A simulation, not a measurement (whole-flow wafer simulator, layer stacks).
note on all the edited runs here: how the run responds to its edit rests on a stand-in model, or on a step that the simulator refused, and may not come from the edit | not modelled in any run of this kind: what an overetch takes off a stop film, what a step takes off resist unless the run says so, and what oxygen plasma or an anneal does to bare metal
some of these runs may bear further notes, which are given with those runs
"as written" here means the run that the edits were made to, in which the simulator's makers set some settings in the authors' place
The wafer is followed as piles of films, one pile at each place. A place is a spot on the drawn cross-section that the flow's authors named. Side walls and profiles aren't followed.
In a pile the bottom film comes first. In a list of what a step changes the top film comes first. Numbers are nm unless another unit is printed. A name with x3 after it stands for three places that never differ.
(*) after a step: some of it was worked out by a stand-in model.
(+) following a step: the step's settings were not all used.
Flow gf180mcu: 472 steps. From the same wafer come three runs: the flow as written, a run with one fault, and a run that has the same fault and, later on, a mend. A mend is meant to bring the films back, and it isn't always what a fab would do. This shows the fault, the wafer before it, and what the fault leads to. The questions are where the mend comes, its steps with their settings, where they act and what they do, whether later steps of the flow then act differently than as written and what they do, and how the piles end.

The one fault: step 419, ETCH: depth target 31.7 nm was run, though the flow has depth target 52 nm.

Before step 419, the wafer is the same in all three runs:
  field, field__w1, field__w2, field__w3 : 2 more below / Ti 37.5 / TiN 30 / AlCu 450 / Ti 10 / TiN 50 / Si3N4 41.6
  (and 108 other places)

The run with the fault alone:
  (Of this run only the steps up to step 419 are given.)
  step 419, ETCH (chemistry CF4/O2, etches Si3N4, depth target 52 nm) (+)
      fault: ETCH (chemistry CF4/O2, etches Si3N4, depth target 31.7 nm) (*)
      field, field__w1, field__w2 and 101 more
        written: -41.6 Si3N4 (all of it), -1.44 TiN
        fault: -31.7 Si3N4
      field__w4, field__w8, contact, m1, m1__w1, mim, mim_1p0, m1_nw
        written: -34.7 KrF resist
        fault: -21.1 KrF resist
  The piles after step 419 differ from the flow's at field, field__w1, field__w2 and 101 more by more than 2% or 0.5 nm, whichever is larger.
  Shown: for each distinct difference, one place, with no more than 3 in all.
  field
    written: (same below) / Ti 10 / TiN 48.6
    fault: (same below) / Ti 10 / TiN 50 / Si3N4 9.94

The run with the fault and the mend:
  After step 419 comes the mend.
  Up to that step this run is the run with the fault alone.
  step 419a, ETCH (chemistry CF4/O2, etches Si3N4, depth target 20.3 nm) (*) (+) (the flow's step 419, run once more with other settings)
      field, field__w1, field__w2 and 101 more
        -9.94 Si3N4 (all of it), -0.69 TiN
      field__w4, field__w8, contact, m1, m1__w1, mim, mim_1p0, m1_nw
        -9.94 KrF resist
  Every later step of the flow that is run acts as written, at every place that is followed, to within 2% or 0.5 nm, whichever is larger.
  By the end, the piles equal the flow's at every place that both follow.
